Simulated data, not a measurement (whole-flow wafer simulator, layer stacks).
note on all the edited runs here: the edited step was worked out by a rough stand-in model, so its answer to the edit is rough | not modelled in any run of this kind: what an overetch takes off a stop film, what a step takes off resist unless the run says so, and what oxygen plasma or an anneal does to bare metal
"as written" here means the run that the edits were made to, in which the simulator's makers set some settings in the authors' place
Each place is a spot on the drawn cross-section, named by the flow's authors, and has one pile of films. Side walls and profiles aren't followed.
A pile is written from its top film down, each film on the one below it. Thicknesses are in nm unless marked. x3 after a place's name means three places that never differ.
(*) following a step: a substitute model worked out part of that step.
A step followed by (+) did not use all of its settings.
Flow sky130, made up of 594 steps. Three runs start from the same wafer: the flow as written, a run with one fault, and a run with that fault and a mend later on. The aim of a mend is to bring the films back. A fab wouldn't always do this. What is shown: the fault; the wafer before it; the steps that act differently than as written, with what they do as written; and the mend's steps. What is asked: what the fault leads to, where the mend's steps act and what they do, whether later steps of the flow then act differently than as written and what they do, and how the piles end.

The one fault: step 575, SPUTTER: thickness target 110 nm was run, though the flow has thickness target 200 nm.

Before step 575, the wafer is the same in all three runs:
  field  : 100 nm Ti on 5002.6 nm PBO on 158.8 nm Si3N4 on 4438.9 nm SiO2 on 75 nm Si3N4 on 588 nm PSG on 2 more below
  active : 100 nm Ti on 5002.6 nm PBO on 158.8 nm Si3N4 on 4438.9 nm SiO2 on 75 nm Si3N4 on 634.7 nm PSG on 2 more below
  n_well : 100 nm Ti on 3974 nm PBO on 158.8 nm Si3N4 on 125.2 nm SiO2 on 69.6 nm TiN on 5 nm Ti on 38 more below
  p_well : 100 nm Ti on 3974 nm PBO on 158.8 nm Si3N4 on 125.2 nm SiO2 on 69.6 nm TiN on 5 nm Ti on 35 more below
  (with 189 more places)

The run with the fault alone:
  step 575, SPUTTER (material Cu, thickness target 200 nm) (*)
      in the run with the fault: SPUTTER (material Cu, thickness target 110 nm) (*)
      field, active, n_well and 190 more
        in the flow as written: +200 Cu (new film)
        in the run with the fault: +110 Cu (new film)
  Steps further on in the flow that do not act as written (6 other steps are not shown; they differ only slightly, by no more than 2% or 0.5 nm, whichever is larger):
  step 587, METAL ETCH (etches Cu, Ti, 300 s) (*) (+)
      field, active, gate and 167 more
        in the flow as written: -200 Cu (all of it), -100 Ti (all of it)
        in the run with the fault: -110 Cu (all of it), -100 Ti (all of it)
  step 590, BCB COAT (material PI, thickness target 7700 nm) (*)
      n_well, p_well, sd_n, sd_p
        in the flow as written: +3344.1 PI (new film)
        in the run with the fault: +3434.1 PI (new film)
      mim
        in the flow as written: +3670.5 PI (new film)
        in the run with the fault: +3756.4 PI (new film)
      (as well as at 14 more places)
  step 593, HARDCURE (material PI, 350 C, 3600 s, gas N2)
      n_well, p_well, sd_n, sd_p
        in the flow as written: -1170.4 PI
        in the run with the fault: -1201.9 PI
  By the end, the piles at n_well, p_well, sd_n and 20 more depart from the flow's by more than 2% or 0.5 nm, whichever is larger.
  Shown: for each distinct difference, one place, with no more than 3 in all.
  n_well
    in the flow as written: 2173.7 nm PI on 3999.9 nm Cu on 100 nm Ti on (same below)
    in the run with the fault: 2232.2 nm PI on 3909.9 nm Cu on 100 nm Ti on (same below)
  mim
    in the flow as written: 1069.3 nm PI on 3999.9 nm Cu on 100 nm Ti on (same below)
    in the run with the fault: 1153.5 nm PI on 3909.9 nm Cu on 100 nm Ti on (same below)
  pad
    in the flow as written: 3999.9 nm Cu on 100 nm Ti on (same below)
    in the run with the fault: 3909.9 nm Cu on 100 nm Ti on (same below)

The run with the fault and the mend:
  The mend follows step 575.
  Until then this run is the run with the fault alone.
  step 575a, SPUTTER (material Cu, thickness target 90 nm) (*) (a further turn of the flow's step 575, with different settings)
      field, active, n_well and 190 more
        +90 Cu
  Later steps of the flow that are run all act as written at every place that is followed.
  The piles end the same as the flow's at every place that both follow.
